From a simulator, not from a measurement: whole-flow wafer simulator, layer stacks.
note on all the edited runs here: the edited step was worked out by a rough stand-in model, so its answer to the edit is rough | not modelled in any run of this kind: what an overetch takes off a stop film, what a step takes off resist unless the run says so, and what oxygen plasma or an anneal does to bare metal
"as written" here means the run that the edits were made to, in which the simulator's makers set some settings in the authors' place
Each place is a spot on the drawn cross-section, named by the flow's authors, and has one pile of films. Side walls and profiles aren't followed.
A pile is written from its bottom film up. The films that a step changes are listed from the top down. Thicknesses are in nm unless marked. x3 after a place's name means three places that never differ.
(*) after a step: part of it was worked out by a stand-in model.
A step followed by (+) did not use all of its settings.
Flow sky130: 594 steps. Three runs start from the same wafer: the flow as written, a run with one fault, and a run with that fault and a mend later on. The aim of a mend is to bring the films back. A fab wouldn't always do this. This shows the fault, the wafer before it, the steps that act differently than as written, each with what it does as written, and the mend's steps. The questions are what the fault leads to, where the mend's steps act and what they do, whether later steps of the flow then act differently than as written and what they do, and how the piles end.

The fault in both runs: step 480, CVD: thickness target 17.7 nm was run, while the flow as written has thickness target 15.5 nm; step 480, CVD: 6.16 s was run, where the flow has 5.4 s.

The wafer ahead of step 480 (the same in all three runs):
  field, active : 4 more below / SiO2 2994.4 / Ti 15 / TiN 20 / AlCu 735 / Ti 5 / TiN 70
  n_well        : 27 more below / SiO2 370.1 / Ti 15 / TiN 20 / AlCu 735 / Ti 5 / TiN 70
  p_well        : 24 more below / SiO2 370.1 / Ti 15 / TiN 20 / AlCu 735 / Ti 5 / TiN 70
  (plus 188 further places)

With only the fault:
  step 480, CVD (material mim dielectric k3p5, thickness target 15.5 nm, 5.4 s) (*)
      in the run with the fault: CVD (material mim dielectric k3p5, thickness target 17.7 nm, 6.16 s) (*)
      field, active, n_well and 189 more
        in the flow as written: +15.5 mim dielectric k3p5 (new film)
        in the run with the fault: +17.7 mim dielectric k3p5 (new film)
  Steps later in the flow that act otherwise than as written (not shown: 6 more steps that differ only slightly, by at most 2% or 0.5 nm, whichever is larger):
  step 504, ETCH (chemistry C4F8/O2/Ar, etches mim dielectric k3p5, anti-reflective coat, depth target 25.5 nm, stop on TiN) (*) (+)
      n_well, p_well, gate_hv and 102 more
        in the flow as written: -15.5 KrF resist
        in the run with the fault: -17 KrF resist
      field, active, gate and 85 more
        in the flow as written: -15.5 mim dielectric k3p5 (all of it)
        in the run with the fault: -17.7 mim dielectric k3p5 (all of it)
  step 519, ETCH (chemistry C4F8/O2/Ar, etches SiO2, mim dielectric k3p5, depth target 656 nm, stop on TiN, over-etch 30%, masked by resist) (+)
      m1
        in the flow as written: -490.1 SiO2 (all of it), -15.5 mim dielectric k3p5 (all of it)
        in the run with the fault: -487.9 SiO2 (all of it), -17.7 mim dielectric k3p5 (all of it)
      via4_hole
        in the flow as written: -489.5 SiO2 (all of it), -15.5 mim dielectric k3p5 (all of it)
        in the run with the fault: -487.3 SiO2 (all of it), -17.7 mim dielectric k3p5 (all of it)
  At n_well, p_well, gate_hv and 100 more, the piles at the end differ from the flow's by more than 2% or 0.5 nm, whichever is larger.
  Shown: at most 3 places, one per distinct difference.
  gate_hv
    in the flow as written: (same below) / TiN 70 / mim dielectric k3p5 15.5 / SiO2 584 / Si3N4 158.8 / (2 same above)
    in the run with the fault: (same below) / TiN 70 / mim dielectric k3p5 17.7 / SiO2 581.8 / Si3N4 158.8 / (2 same above)
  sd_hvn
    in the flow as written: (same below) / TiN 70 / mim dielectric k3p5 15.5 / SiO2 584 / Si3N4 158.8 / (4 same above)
    in the run with the fault: (same below) / TiN 70 / mim dielectric k3p5 17.7 / SiO2 581.8 / Si3N4 158.8 / (4 same above)
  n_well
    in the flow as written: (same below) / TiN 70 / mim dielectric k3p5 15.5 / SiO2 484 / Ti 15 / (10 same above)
    in the run with the fault: (same below) / TiN 70 / mim dielectric k3p5 17.7 / SiO2 481.8 / Ti 15 / (10 same above)

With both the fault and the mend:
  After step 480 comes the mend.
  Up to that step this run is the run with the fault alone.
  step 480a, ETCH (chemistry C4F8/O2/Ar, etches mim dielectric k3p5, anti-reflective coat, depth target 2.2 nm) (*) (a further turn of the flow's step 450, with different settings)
      field, active, n_well and 189 more
        -2.2 mim dielectric k3p5
  None of the later steps of the flow acts differently than as written at any place that is followed.
  At every place that both follow, the piles at the end match the flow's.
